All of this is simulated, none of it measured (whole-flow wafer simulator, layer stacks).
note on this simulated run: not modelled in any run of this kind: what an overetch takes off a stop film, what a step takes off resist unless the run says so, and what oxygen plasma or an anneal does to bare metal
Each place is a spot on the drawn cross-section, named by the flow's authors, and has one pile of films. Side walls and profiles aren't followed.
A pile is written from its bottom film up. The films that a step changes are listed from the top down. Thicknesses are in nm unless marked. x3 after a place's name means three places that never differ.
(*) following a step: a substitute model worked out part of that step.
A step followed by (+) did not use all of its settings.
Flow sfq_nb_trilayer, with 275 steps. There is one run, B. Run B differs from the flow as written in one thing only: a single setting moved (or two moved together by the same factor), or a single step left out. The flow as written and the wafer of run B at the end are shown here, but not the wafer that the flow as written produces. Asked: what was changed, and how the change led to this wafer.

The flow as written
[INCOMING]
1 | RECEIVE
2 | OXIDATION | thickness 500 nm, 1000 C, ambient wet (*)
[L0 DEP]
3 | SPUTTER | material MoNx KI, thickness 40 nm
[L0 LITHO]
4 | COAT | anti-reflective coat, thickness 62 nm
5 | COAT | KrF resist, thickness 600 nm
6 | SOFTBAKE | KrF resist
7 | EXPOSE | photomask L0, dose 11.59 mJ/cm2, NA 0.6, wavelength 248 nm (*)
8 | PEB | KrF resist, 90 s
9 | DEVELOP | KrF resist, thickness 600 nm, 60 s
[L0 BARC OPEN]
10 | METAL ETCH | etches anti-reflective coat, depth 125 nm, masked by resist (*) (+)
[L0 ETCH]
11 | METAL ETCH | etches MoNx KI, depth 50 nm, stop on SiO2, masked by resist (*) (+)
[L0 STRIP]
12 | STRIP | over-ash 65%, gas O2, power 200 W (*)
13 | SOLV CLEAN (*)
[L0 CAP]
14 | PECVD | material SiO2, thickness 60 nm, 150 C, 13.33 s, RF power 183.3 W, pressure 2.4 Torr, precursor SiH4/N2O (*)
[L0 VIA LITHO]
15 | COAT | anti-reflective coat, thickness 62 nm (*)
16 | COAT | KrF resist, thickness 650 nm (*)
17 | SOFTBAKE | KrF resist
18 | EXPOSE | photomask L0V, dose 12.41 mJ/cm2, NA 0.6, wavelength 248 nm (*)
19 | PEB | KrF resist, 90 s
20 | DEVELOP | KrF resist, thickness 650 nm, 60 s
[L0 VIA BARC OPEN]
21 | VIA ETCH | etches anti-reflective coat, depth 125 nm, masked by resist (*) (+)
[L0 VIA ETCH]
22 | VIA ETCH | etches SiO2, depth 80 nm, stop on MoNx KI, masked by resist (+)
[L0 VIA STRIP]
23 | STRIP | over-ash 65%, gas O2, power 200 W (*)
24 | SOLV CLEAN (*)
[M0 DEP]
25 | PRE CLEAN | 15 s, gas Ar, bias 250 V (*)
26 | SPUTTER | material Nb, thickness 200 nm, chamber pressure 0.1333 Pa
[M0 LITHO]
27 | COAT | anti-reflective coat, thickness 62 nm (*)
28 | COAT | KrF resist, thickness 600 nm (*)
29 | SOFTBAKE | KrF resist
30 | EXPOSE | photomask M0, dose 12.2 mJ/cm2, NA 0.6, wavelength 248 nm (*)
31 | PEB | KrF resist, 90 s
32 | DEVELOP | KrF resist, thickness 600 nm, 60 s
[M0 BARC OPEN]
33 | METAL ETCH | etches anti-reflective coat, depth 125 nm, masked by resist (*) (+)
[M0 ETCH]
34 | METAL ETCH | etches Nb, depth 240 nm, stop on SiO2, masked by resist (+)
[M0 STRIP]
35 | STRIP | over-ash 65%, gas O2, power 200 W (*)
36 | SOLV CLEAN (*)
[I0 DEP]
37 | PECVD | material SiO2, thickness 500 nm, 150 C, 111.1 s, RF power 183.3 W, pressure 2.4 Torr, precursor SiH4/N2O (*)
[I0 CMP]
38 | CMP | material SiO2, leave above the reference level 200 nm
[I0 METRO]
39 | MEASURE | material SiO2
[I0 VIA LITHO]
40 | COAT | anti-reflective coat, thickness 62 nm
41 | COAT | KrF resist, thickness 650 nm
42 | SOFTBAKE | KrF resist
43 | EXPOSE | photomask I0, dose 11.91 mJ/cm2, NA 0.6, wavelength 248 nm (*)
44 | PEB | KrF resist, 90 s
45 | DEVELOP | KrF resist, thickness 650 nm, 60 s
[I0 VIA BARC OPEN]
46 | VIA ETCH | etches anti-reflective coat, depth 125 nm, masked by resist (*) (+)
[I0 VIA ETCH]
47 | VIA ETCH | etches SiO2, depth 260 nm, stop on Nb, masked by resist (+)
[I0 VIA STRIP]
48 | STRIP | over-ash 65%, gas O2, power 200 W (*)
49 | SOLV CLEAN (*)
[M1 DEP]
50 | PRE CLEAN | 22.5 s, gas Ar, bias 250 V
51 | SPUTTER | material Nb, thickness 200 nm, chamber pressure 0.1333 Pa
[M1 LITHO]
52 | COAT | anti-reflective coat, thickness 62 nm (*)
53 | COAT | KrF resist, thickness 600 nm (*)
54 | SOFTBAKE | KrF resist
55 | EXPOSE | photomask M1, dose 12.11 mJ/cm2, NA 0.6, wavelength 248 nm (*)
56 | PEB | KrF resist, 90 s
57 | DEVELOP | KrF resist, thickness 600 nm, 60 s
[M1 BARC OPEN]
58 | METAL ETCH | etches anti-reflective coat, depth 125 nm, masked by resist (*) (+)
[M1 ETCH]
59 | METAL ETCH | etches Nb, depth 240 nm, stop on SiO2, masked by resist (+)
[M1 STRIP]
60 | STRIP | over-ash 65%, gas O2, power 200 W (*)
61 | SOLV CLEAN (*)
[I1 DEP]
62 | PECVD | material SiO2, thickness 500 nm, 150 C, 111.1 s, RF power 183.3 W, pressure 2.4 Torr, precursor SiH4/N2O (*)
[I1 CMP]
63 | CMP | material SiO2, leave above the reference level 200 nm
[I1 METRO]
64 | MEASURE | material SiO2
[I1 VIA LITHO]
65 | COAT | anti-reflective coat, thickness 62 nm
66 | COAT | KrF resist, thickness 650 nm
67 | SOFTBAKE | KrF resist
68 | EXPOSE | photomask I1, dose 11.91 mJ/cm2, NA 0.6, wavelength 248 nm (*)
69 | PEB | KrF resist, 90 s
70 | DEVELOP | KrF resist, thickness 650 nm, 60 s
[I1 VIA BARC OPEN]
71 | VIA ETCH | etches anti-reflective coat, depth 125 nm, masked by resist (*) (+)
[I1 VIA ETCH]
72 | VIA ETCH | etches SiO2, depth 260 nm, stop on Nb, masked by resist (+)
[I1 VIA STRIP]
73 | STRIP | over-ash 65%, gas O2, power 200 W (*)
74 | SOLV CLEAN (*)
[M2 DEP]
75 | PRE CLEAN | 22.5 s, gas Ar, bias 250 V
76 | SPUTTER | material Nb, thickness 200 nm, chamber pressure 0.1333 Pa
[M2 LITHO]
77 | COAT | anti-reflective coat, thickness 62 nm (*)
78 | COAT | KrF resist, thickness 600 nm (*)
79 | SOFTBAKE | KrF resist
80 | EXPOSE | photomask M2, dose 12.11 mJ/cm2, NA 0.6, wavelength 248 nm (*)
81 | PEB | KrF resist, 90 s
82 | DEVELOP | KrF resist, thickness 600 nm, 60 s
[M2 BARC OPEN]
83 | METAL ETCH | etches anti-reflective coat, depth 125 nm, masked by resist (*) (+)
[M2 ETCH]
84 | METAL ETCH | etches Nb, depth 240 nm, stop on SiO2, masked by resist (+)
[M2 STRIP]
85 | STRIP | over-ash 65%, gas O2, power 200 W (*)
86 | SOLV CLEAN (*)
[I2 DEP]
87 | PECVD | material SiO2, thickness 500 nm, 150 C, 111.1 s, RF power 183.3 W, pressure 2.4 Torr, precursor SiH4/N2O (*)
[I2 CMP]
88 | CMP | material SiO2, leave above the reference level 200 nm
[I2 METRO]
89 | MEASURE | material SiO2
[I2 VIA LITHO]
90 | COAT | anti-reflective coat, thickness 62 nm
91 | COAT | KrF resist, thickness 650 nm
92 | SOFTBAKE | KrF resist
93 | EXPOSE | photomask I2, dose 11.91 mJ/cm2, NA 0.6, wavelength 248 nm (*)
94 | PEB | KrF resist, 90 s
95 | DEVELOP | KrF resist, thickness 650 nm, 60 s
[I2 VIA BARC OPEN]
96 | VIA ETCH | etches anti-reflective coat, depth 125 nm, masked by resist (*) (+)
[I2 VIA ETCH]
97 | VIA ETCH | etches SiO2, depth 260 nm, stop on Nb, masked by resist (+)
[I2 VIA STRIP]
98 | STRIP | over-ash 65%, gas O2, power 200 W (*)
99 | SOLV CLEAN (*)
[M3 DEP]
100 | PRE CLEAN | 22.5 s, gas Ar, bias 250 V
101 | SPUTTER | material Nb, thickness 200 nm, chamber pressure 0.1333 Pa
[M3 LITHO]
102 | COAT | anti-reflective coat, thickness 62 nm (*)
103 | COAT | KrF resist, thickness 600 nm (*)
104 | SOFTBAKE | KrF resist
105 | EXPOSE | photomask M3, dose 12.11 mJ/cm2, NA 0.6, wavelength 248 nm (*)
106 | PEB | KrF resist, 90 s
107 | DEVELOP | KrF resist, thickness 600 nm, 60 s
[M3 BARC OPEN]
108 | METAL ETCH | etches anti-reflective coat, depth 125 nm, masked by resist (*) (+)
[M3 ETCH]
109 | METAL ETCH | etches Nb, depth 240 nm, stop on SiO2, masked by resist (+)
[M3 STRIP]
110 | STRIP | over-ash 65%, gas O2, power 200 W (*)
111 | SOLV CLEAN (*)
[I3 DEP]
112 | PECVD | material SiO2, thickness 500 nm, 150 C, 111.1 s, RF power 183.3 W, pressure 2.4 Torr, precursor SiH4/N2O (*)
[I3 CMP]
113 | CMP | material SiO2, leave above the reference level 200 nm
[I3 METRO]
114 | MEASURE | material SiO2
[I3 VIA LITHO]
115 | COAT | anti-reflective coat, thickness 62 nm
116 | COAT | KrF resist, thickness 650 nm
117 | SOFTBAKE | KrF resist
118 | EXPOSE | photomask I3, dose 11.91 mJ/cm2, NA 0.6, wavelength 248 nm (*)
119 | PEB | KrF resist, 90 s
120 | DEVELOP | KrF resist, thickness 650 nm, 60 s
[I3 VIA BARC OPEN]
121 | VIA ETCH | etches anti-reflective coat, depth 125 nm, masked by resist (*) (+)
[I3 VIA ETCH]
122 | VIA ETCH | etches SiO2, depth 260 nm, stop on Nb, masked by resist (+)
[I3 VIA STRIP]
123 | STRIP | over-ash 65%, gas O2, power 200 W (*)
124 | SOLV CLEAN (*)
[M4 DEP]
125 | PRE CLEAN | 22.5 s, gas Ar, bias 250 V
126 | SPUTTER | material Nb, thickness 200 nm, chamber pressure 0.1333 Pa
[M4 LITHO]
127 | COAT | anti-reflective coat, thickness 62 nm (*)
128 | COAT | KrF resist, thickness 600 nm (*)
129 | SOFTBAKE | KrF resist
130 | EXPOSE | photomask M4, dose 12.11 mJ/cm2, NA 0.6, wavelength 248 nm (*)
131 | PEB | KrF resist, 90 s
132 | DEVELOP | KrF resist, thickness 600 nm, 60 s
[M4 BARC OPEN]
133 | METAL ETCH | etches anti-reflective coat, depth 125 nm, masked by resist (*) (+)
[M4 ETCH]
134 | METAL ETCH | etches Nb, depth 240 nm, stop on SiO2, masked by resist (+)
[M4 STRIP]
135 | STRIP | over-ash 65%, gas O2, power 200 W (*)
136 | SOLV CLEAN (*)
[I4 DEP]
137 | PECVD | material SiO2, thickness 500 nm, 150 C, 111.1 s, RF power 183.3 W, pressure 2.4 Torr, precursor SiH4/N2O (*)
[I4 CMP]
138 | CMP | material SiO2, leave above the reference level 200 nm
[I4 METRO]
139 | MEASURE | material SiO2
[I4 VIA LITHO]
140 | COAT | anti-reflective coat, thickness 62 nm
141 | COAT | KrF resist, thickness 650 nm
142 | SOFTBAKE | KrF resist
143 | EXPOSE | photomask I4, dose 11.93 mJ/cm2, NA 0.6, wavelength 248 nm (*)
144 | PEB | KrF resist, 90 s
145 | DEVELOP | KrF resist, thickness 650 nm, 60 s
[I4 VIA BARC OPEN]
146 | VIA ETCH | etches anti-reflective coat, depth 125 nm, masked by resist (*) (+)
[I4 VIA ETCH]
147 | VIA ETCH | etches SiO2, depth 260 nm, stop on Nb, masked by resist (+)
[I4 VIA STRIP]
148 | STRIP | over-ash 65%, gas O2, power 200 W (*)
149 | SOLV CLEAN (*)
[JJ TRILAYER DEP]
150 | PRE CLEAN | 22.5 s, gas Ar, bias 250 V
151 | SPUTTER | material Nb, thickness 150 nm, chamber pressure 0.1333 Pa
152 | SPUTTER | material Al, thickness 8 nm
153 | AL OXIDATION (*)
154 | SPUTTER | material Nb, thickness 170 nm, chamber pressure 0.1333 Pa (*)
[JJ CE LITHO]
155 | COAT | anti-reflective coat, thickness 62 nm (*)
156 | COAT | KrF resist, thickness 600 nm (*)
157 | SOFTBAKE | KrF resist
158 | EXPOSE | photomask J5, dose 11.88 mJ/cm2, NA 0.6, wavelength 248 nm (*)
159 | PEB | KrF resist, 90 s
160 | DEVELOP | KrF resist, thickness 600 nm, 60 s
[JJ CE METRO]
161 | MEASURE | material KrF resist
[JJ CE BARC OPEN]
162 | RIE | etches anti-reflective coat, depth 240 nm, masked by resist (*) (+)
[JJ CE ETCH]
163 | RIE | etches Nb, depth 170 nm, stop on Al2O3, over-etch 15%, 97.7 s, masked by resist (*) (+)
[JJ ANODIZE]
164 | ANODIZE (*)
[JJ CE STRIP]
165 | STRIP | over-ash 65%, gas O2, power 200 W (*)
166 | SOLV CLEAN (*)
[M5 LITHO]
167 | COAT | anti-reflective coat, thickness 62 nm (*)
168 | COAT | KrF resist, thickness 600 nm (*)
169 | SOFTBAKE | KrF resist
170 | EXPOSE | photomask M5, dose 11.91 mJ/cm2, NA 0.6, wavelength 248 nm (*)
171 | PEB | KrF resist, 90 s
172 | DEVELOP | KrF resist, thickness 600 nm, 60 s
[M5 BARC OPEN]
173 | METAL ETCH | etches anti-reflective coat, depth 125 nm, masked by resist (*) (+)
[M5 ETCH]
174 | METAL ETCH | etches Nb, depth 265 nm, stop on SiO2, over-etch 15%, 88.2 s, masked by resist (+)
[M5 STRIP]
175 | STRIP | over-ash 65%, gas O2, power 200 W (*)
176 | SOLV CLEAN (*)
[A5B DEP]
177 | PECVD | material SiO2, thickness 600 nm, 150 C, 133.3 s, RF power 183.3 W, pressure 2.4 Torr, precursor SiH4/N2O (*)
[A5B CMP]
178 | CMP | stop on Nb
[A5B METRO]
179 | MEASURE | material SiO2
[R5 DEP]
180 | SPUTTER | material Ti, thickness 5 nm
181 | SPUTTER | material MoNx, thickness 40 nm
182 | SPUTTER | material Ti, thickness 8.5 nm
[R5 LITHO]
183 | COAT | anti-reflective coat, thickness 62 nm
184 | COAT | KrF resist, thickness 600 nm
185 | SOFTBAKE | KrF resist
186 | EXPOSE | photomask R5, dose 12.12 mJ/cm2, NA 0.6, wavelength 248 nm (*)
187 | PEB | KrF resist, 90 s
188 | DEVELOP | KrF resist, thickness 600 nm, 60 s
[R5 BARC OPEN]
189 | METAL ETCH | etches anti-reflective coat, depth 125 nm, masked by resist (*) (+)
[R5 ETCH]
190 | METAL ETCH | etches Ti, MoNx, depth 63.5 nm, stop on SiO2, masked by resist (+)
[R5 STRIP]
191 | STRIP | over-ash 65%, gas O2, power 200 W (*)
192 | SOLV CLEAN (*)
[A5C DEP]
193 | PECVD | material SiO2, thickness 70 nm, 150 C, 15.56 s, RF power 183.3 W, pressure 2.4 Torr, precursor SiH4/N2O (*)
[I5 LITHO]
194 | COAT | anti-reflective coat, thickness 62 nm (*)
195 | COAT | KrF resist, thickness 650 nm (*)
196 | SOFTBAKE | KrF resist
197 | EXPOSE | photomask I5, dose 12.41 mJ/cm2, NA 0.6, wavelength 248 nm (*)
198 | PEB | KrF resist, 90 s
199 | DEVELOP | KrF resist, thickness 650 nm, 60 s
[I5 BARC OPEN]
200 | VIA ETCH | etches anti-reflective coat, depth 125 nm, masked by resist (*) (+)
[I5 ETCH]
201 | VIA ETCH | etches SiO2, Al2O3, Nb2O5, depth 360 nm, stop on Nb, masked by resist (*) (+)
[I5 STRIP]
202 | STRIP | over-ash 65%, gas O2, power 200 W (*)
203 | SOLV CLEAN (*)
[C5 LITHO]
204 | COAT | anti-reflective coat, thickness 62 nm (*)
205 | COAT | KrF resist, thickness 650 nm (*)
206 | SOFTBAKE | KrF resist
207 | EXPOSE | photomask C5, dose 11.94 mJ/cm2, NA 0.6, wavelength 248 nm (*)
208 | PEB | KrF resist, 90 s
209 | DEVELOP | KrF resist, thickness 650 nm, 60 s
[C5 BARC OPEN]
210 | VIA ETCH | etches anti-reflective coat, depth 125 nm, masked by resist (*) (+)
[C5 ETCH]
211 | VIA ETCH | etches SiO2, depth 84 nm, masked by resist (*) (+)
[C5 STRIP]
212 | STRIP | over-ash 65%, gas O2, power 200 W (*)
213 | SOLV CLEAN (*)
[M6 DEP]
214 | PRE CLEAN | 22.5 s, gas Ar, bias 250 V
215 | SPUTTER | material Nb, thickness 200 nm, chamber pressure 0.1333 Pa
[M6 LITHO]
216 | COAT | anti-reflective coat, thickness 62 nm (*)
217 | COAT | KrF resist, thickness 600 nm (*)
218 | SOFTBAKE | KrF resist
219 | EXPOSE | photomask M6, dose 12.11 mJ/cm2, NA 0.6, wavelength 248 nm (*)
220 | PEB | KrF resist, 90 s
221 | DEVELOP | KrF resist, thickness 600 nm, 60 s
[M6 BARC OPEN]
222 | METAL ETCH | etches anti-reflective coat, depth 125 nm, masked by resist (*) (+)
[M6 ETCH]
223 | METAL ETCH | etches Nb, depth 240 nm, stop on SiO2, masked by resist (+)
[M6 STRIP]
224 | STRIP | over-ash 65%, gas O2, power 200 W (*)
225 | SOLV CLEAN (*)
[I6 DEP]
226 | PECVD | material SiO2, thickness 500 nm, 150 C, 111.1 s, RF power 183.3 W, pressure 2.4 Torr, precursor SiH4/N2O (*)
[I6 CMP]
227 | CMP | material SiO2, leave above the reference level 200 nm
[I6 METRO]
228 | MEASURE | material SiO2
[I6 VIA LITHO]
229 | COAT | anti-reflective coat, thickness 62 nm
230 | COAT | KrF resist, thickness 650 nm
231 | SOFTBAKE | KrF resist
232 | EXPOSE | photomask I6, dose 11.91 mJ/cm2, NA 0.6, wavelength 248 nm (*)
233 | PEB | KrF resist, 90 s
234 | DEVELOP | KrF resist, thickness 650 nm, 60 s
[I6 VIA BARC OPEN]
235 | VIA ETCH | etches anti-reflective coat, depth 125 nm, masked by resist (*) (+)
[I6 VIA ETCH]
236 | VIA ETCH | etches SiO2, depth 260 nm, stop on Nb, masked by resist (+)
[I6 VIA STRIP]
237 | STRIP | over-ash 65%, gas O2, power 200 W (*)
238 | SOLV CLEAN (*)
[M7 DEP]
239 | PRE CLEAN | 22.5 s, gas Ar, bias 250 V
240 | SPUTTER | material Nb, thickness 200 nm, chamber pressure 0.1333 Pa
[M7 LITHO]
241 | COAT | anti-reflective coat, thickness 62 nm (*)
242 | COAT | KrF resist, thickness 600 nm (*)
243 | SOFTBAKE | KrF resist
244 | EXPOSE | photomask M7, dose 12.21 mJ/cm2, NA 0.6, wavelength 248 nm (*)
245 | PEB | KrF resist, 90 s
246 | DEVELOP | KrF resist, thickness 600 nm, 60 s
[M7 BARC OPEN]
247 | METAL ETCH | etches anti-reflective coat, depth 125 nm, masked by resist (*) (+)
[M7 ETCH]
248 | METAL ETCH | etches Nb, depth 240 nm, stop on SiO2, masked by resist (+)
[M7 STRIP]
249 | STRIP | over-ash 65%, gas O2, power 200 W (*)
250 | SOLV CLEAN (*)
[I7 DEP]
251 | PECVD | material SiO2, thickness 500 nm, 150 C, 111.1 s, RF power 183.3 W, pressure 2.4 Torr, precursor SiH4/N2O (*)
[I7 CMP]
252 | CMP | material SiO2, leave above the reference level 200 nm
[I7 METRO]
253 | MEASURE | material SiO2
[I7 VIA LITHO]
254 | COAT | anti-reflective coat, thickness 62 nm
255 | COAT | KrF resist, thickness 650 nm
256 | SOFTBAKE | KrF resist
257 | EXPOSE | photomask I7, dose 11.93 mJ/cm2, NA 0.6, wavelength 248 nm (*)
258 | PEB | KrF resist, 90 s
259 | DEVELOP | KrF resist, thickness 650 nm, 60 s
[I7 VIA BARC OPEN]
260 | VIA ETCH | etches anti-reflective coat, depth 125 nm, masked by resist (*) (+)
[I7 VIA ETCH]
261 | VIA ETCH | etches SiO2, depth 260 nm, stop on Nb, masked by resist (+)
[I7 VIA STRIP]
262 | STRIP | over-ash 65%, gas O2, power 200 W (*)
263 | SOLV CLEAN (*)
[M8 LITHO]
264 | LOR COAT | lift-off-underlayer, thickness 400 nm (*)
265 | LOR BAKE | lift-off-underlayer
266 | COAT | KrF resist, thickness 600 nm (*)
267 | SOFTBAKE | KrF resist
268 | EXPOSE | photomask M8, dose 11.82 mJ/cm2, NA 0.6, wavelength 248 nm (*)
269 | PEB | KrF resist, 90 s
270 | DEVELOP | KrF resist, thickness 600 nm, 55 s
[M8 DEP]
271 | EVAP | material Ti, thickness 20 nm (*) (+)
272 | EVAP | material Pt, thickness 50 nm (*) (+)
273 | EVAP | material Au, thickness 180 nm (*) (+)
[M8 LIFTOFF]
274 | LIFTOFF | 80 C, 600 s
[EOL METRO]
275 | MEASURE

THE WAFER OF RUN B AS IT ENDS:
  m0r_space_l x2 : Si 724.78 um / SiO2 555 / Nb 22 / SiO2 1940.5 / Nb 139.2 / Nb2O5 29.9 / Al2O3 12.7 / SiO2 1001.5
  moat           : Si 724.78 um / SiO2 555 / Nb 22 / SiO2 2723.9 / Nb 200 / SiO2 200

What caused this: step 34, METAL ETCH: depth 178 nm was run, whereas the flow has depth 240 nm.

How this came from the change, step by step:
  34 | METAL ETCH | etches Nb, depth 240 nm, stop on SiO2, masked by resist (+)
      moat, m0r_space_l x2: -178 Nb (in the flow as written it would be: -200 Nb (all of it))
      field_l, v_sur, via_wl and 100 more: -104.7 KrF resist (in the flow as written it would be: -141.2 KrF resist)
  35 | STRIP | over-ash 65%, gas O2, power 200 W (*)
      p4_fl, p4_fm, p4_w1 and 68 more: -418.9 KrF resist (all of it), -62 anti-reflective coat (all of it) (in the flow as written it would be: -382.4 KrF resist (all of it), -62 anti-reflective coat (all of it))
      c5j, ce_r, sp_r, be_r, r_sur, res: -425.5 KrF resist (all of it), -63.6 anti-reflective coat (all of it) (in the flow as written it would be: -389 KrF resist (all of it), -63.6 anti-reflective coat (all of it))
      (also at 26 further places)
  37 | PECVD | material SiO2, thickness 500 nm, 150 C, 111.1 s, RF power 183.3 W, pressure 2.4 Torr, precursor SiH4/N2O (*)
      moat, m0r_space_l x2: +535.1 SiO2 (new film) (in the flow as written it would be: +557.1 SiO2)
Taking metal films that touch as one body, m0r_space_l x2 has 2 bodies (between them, from the top down: SiO2 1940.5); the flow as written gives 1 body.
Taking metal films that touch as one body, moat has 2 bodies (between them, from the top down: SiO2 2723.9); the flow as written gives 1 body.
